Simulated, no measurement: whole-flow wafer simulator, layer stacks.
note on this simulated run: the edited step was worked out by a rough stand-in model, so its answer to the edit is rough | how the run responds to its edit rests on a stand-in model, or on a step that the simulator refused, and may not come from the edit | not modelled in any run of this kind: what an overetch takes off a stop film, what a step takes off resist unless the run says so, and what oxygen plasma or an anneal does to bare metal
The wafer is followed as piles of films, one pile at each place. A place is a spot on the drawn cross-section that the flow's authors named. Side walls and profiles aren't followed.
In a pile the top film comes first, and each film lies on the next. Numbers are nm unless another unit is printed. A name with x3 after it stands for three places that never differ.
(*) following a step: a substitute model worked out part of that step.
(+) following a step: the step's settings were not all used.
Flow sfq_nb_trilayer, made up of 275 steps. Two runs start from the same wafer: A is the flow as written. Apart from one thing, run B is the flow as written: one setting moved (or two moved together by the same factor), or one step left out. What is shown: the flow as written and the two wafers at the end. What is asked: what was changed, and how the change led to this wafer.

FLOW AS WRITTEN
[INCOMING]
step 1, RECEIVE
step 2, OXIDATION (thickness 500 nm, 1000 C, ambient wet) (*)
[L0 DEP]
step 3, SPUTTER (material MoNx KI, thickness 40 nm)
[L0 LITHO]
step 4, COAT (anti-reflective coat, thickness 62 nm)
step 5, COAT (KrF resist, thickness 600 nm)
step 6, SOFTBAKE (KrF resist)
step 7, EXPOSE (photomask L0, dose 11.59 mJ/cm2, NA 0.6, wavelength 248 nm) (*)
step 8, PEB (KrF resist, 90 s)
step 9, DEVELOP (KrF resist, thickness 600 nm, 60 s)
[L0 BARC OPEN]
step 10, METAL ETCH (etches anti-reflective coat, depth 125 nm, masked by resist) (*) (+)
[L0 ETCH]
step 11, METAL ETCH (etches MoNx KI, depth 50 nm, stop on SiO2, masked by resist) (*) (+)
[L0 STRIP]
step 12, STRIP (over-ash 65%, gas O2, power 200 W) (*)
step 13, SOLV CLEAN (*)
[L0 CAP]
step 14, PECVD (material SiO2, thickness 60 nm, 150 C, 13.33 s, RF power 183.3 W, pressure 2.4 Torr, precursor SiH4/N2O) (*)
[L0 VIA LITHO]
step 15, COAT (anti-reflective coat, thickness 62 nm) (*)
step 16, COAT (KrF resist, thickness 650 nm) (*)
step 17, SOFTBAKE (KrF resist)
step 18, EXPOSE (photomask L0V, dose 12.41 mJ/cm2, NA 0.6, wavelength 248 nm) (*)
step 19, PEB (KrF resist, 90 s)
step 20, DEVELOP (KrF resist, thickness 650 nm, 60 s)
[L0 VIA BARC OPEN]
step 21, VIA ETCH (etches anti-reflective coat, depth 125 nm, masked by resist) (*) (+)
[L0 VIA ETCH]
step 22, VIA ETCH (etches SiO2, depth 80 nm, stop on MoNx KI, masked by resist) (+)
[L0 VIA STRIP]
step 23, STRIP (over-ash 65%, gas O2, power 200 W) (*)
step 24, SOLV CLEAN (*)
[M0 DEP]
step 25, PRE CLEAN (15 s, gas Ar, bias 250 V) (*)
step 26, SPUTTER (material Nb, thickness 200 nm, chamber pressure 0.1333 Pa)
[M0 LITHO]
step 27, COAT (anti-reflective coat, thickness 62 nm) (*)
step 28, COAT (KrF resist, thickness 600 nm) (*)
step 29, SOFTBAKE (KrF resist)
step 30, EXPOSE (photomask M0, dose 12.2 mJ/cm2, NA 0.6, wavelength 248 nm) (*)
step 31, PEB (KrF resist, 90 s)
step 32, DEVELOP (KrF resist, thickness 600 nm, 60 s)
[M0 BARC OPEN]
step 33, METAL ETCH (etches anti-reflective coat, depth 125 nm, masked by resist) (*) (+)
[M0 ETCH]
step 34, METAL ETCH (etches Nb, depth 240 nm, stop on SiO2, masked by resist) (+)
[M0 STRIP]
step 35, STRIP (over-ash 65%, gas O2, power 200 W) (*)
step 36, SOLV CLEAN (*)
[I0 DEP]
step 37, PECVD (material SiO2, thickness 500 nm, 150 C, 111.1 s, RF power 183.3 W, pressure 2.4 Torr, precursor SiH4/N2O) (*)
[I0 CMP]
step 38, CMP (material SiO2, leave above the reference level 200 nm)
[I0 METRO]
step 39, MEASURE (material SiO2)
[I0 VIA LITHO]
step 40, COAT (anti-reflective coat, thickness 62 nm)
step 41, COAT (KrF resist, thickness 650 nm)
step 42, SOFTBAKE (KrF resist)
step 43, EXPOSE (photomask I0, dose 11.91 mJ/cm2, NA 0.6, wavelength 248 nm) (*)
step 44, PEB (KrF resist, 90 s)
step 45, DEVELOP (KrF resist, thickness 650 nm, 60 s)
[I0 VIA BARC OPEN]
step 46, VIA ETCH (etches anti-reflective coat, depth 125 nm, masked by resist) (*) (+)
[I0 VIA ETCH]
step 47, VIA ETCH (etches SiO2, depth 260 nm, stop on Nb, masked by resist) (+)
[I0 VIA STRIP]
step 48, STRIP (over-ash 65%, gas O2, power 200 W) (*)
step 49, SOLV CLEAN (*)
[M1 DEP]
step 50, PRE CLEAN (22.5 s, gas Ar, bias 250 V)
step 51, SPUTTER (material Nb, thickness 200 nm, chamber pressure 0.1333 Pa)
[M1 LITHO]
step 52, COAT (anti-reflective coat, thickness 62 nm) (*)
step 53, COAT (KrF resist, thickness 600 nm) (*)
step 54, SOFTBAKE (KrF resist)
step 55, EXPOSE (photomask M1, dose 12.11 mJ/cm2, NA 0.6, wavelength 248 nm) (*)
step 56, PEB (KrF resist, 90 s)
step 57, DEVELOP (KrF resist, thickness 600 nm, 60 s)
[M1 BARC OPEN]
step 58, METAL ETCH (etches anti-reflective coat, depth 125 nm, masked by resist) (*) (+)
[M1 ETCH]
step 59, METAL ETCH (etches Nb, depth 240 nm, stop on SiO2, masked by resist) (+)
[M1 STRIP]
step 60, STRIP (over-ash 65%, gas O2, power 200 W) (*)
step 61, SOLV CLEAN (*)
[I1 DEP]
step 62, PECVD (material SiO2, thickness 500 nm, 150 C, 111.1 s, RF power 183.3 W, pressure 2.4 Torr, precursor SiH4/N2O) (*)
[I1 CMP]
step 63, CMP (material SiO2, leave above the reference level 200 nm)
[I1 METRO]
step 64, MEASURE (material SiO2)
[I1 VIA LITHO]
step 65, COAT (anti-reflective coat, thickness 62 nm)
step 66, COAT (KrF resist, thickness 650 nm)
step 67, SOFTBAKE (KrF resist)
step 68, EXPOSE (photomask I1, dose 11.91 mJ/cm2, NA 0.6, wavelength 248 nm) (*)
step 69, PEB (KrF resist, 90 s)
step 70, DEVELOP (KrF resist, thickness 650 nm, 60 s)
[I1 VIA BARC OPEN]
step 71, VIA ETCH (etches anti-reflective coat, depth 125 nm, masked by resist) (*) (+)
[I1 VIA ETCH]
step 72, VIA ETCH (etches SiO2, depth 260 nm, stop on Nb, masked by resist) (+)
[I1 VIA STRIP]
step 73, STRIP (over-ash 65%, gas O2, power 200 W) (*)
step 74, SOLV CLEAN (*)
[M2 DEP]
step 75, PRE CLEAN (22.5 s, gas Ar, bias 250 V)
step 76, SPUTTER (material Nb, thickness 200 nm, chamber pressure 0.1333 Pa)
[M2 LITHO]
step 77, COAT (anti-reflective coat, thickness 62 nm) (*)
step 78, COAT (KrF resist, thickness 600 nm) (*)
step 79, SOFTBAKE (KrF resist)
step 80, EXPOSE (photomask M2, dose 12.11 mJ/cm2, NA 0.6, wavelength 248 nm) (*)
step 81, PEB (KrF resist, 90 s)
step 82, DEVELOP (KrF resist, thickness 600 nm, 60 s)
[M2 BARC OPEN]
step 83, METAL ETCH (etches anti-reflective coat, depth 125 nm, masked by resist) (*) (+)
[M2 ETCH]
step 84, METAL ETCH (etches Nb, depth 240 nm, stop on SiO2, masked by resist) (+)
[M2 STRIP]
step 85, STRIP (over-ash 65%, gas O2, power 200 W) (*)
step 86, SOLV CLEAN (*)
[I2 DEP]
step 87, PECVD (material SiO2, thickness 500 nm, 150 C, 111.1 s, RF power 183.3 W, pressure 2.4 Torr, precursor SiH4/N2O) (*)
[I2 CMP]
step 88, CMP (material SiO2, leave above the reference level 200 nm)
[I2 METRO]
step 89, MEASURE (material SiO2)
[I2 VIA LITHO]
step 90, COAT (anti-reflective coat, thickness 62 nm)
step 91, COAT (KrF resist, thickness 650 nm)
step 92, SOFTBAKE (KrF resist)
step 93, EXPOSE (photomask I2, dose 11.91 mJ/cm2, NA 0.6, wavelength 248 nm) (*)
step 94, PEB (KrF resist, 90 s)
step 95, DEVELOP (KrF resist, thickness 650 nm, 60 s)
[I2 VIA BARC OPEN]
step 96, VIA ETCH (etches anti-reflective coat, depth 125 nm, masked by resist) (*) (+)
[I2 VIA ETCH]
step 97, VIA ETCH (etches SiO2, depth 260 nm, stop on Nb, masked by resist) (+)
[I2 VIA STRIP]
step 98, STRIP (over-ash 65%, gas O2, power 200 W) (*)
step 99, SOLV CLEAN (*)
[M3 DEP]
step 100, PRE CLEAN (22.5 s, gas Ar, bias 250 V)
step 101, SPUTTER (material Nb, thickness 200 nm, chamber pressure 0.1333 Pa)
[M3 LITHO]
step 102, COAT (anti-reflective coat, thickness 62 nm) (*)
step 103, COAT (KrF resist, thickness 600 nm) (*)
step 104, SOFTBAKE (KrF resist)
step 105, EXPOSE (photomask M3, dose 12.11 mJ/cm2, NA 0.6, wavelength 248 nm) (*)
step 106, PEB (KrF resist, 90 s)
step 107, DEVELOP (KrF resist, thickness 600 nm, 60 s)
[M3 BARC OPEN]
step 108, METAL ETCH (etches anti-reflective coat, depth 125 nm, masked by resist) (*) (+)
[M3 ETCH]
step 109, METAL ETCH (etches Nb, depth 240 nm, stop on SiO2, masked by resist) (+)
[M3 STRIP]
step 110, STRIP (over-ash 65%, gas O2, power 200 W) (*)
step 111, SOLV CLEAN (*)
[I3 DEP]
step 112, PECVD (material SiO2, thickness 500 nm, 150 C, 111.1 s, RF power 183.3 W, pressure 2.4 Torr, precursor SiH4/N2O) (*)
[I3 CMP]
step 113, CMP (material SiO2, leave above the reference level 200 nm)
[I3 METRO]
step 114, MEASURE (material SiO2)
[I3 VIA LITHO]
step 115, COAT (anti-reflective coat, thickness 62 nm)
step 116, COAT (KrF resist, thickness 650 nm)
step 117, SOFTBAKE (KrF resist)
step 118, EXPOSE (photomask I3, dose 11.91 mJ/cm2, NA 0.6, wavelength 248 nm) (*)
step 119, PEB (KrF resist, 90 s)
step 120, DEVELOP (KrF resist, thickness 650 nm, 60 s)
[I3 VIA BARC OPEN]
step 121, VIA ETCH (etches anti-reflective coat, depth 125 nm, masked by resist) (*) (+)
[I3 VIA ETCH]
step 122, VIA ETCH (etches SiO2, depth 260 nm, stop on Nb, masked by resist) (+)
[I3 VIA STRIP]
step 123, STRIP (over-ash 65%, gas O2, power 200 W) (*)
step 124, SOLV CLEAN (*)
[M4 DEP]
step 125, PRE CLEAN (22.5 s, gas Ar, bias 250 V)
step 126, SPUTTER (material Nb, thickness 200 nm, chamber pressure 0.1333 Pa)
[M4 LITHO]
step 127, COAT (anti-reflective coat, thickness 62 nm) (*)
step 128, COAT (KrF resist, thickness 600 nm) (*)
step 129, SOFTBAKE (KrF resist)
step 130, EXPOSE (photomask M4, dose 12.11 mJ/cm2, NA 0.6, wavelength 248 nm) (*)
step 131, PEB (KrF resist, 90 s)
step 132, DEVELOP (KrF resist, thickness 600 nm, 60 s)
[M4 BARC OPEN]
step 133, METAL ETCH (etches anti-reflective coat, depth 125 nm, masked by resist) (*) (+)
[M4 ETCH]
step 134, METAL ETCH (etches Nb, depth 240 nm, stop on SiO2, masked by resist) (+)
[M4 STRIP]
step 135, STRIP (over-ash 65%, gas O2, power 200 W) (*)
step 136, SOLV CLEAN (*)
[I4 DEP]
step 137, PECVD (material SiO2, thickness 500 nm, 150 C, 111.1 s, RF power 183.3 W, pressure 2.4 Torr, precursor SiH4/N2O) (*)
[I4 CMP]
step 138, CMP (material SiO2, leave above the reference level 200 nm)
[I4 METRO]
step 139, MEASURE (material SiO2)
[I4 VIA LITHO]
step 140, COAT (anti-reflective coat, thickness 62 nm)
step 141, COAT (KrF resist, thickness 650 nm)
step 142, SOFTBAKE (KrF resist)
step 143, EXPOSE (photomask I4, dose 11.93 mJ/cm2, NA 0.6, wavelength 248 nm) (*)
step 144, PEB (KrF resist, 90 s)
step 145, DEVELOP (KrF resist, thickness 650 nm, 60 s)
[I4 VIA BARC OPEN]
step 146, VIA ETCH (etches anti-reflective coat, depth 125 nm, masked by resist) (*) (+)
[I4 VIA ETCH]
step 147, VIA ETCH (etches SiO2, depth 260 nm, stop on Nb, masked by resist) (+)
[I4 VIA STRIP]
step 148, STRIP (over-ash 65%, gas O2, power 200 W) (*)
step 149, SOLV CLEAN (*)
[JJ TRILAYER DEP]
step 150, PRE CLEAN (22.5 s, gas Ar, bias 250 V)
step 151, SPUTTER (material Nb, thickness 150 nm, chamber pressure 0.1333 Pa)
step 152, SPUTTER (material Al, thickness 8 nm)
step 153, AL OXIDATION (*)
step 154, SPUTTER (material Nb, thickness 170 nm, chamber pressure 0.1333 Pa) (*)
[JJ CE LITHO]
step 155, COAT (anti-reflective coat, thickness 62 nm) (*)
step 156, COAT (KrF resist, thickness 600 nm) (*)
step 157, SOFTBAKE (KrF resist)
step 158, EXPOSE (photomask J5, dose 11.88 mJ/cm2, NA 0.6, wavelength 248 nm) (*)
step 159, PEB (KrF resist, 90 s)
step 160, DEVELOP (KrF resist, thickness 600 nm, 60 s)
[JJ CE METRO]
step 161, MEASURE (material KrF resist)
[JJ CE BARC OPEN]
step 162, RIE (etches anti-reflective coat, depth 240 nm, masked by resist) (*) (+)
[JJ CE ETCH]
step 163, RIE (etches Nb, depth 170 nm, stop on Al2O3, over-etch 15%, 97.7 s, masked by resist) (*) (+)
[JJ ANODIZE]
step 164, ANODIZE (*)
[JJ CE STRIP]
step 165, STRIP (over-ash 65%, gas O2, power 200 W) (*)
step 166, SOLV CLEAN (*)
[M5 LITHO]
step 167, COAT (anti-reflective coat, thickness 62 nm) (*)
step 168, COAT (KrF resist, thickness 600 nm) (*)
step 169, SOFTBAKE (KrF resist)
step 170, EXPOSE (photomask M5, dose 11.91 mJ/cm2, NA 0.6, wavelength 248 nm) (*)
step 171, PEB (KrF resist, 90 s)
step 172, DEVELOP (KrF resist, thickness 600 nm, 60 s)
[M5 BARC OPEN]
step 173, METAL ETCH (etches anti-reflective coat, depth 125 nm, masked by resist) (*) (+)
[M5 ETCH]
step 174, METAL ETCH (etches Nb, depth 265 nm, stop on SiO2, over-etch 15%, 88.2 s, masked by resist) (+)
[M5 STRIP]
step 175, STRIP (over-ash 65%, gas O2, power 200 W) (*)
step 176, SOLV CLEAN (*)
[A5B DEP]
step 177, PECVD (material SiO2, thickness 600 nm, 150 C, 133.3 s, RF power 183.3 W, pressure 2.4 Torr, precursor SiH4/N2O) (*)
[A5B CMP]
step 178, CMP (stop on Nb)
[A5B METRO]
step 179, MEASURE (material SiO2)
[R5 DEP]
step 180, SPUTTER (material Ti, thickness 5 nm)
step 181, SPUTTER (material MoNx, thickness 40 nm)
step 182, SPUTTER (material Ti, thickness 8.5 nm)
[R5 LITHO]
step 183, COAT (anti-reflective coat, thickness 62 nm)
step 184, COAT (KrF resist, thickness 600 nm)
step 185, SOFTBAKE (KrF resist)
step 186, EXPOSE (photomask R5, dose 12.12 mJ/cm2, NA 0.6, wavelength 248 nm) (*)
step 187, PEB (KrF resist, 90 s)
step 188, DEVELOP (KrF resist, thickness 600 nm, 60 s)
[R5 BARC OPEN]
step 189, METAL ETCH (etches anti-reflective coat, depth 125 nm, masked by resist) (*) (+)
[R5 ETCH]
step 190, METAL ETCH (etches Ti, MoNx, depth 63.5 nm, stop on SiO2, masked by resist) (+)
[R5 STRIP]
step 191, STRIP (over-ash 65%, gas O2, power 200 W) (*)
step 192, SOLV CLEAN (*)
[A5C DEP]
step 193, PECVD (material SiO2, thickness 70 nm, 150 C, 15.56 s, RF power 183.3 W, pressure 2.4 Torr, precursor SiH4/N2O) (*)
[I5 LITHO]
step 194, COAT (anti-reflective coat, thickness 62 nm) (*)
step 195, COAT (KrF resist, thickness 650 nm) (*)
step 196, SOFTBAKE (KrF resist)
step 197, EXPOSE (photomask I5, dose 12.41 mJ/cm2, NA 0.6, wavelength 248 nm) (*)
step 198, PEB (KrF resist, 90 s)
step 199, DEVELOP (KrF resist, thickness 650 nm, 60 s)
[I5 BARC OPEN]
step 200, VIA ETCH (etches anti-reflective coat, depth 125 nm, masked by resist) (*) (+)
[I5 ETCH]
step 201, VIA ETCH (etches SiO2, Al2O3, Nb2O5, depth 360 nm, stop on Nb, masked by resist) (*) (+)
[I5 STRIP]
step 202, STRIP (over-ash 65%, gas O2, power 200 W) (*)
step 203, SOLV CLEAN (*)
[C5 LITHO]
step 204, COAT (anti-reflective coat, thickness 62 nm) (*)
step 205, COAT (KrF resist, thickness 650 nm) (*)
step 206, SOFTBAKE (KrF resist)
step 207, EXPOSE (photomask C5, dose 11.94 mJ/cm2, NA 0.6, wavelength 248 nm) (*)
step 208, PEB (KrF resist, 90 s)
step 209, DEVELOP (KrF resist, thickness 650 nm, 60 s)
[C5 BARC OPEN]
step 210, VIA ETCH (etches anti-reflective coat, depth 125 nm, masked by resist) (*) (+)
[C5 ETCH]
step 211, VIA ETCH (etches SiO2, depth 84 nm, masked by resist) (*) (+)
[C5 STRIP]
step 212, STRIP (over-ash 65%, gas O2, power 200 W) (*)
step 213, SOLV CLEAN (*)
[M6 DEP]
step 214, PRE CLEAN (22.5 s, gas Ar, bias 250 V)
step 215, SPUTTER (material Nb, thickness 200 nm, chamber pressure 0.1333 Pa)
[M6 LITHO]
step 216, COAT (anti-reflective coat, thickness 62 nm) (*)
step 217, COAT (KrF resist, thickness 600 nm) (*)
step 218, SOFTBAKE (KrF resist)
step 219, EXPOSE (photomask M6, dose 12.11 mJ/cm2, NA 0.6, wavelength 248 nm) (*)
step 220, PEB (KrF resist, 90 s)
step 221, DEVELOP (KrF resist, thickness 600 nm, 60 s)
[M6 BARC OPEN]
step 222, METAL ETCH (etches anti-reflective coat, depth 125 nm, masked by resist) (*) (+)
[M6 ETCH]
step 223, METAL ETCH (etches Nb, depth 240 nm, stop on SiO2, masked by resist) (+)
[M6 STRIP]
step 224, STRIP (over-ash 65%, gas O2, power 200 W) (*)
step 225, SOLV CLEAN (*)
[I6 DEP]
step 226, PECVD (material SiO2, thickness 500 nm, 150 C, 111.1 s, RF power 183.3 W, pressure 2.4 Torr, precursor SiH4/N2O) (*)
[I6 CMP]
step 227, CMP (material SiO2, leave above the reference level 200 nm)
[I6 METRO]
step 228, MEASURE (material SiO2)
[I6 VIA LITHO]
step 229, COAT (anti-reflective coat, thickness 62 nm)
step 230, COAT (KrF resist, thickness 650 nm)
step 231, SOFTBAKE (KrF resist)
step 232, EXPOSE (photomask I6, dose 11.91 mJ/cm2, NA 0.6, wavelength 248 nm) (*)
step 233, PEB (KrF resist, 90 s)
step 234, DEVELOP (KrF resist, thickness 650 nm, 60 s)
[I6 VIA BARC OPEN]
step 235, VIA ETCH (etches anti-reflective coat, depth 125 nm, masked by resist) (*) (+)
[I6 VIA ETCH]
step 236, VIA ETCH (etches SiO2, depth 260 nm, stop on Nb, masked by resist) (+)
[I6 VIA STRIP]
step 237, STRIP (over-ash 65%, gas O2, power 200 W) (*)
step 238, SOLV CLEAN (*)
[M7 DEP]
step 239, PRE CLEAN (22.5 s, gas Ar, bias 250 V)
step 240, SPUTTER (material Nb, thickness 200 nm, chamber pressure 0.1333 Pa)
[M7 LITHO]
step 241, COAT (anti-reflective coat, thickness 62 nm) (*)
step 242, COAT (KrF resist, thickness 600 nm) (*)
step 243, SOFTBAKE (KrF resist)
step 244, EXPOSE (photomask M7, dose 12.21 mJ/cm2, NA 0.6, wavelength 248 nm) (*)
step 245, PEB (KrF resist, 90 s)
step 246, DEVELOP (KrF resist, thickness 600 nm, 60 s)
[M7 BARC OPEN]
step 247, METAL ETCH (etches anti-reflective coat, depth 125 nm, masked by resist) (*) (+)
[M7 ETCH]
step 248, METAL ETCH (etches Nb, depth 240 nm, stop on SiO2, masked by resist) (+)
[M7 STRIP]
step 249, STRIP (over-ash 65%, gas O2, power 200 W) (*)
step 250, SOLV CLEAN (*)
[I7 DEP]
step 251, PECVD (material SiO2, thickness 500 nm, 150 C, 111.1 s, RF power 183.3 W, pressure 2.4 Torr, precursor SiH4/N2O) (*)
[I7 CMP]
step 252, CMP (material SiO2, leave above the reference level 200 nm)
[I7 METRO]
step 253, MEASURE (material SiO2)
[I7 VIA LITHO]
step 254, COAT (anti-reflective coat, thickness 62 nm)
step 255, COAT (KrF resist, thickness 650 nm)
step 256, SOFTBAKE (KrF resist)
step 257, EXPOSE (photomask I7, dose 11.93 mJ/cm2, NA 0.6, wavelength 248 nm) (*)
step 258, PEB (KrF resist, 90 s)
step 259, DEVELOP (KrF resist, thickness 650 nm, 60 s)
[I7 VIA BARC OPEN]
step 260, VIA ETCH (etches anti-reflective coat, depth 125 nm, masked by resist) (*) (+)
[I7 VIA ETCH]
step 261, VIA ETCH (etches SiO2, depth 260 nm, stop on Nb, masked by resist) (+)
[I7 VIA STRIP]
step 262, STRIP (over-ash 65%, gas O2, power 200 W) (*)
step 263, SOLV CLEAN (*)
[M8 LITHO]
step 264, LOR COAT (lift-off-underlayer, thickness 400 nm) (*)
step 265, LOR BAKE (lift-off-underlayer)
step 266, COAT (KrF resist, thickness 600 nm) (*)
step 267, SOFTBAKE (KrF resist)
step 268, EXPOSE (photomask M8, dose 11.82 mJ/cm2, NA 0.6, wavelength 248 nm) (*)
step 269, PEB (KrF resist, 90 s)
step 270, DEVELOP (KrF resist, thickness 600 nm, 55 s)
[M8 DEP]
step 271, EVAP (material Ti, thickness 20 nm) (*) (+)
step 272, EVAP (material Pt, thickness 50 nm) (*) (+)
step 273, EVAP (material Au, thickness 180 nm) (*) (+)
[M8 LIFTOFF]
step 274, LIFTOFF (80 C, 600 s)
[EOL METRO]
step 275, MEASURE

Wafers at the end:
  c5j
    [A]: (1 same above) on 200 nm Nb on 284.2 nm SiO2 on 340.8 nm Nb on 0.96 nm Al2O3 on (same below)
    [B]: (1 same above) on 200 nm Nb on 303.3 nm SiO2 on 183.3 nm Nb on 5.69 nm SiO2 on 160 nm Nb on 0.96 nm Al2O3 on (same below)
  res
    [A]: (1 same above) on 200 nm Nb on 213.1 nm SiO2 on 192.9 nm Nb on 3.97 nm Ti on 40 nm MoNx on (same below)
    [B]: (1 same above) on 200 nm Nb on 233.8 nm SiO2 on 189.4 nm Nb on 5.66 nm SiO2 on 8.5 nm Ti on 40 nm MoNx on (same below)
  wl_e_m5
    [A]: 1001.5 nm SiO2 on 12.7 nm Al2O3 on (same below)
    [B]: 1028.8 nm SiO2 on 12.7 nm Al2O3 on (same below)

The reason: step 193, PECVD: thickness 97.3 nm was run, whereas the flow has thickness 70 nm; step 193, PECVD: 21.62 s was run, where the flow has 15.56 s.

Step by step, how the change led to this:
  step 193, PECVD (material SiO2, thickness 70 nm, 150 C, 15.56 s, RF power 183.3 W, pressure 2.4 Torr, precursor SiH4/N2O) (*)
      field_l, v_sur, via_wl and 92 more: A SiO2 gains 70 | B SiO2 gains 97.3
      ce_l, c5j, ce_r and 8 more: A SiO2 gains 70 (new film) | B SiO2 gains 97.3 (new film)
  step 201, VIA ETCH (etches SiO2, Al2O3, Nb2O5, depth 360 nm, stop on Nb, masked by resist) (*) (+)
      be: A SiO2 loses 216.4 (all of it), Al2O3 loses 12.7 (all of it), Nb2O5 loses 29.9 (all of it) | B SiO2 loses 243.7 (all of it), Al2O3 loses 12.7 (all of it), Nb2O5 loses 29.9 (all of it)
  step 204, COAT (anti-reflective coat, thickness 62 nm) (*)
      wire: A anti-reflective coat gains 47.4 (new film) | B anti-reflective coat gains 46.4 (new film)
      be: A anti-reflective coat gains 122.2 (new film) | B anti-reflective coat gains 126.1 (new film)
      (and at 1 other place as well)
  step 205, COAT (KrF resist, thickness 650 nm) (*)
      be: A KrF resist gains 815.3 (new film) | B KrF resist gains 834.8 (new film)
  step 211, VIA ETCH (etches SiO2, depth 84 nm, masked by resist) (*) (+)
      c5j: A SiO2 loses 69.9 (all of it), Nb loses 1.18 | B SiO2 loses 84
      res: A SiO2 loses 69.9 (all of it) | B SiO2 loses 84
  step 212, STRIP (over-ash 65%, gas O2, power 200 W) (*)
      wire: A KrF resist loses 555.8 (all of it), anti-reflective coat loses 47.4 (all of it) | B KrF resist loses 554.3 (all of it), anti-reflective coat loses 46.4 (all of it)
      be: A KrF resist loses 728.2 (all of it), anti-reflective coat loses 122.2 (all of it) | B KrF resist loses 747.6 (all of it), anti-reflective coat loses 126.1 (all of it)
      (and at 1 other place as well)
  step 214, PRE CLEAN (22.5 s, gas Ar, bias 250 V)
      c5j: A Nb loses 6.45 | B SiO2 loses 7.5
      res: A Ti loses 4.53 | B SiO2 loses 7.5
  step 215, SPUTTER (material Nb, thickness 200 nm, chamber pressure 0.1333 Pa)
      c5j: A Nb gains 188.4 | B Nb gains 183.3 (new film)
      be: A Nb gains 147.3 | B Nb gains 141.3
  step 216, COAT (anti-reflective coat, thickness 62 nm) (*)
      be: A anti-reflective coat gains 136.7 (new film) | B anti-reflective coat gains 141.4 (new film)
      be_sur: A anti-reflective coat gains 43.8 (new film) | B anti-reflective coat gains 42.4 (new film)
      (and at 5 other places as well)
  step 217, COAT (KrF resist, thickness 600 nm) (*)
      be: A KrF resist gains 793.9 (new film) | B KrF resist gains 824.4 (new film)
  step 224, STRIP (over-ash 65%, gas O2, power 200 W) (*)
      be: A KrF resist loses 575.8 (all of it), anti-reflective coat loses 136.7 (all of it) | B KrF resist loses 606.2 (all of it), anti-reflective coat loses 141.4 (all of it)
      be_sur: A KrF resist loses 371.2 (all of it), anti-reflective coat loses 43.8 (all of it) | B KrF resist loses 373.4 (all of it), anti-reflective coat loses 42.4 (all of it)
      (and at 5 other places as well)
  step 226, PECVD (material SiO2, thickness 500 nm, 150 C, 111.1 s, RF power 183.3 W, pressure 2.4 Torr, precursor SiH4/N2O) (*)
      be: A SiO2 gains 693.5 (new film) | B SiO2 gains 726.9 (new film)
      c5j: A SiO2 gains 514.7 (new film) | B SiO2 gains 533.8 (new film)
  step 227, CMP (material SiO2, leave above the reference level 200 nm)
      res: A SiO2 loses 279.4 | B SiO2 loses 258.7
If metal films that touch count as one body, c5j has 5 bodies (between them, from the top down: SiO2 303.3; SiO2 5.69; Al2O3 0.96; SiO2 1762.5); the flow as written gives 4 bodies (between them, from the top down: SiO2 284.2; Al2O3 0.96; SiO2 1762.5).
If metal films that touch count as one body, res has 4 bodies (between them, from the top down: SiO2 233.8; SiO2 5.66; SiO2 2090.9); the flow as written gives 3 bodies (between them, from the top down: SiO2 213.1; SiO2 2090.9).
